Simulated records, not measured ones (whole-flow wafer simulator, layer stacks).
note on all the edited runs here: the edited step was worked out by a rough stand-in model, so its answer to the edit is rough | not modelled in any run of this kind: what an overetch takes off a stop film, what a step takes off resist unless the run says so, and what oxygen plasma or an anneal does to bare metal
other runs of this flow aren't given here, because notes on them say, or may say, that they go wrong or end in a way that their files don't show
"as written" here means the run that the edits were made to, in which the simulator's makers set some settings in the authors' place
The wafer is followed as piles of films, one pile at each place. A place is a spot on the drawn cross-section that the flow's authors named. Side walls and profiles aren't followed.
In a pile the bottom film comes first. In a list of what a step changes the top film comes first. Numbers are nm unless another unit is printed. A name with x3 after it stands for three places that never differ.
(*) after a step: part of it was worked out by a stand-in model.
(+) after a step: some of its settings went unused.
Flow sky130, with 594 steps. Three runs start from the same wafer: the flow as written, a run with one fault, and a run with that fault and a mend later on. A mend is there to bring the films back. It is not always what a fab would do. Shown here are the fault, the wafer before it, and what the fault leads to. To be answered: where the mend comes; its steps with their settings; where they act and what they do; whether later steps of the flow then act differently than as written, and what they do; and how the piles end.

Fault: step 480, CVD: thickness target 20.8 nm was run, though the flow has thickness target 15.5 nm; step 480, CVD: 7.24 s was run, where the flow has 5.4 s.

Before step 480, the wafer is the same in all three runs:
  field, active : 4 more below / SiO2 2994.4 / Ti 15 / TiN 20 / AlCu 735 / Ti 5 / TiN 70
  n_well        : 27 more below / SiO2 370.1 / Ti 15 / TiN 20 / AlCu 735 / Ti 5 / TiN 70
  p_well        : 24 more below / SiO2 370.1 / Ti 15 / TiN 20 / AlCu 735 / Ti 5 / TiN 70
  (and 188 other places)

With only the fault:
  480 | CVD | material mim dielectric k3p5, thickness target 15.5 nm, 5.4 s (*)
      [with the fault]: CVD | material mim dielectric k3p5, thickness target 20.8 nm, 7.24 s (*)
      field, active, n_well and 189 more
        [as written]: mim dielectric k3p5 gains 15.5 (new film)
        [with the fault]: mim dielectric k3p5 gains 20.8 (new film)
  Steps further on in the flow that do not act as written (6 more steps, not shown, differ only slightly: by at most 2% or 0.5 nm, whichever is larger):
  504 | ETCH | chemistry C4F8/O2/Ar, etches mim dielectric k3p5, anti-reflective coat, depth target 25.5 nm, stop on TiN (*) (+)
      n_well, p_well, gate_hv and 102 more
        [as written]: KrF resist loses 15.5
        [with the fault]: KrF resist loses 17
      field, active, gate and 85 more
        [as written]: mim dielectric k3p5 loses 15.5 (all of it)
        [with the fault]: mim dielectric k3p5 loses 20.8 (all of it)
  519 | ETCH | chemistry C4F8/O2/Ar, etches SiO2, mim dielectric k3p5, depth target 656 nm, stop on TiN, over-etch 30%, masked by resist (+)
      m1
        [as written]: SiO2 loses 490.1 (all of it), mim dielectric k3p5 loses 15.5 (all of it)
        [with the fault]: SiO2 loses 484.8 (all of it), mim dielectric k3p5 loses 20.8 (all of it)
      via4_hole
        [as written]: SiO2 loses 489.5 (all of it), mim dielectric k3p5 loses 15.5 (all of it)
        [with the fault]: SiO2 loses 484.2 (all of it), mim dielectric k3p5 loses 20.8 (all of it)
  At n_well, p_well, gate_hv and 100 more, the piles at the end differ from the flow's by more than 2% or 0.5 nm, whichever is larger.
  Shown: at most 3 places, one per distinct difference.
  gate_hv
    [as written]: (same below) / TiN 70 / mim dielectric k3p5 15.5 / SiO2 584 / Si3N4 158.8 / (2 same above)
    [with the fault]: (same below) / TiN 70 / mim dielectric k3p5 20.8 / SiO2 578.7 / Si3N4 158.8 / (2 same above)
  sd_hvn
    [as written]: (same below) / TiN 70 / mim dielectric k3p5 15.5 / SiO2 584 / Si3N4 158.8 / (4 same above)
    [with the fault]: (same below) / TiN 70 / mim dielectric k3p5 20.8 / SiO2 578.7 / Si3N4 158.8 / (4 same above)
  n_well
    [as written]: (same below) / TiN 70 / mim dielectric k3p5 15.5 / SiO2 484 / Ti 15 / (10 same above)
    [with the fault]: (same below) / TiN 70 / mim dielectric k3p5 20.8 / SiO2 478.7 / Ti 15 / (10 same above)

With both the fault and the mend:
  The mend stands after step 480.
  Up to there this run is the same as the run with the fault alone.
  480a | ETCH | chemistry C4F8/O2/Ar, etches mim dielectric k3p5, anti-reflective coat, depth target 5.3 nm (*) (a further turn of the flow's step 450, with different settings)
      field, active, n_well and 189 more
        mim dielectric k3p5 loses 5.3
  Every later step of the flow that is run acts as written at every place that is followed.
  The piles end the same as the flow's at every place that both follow.
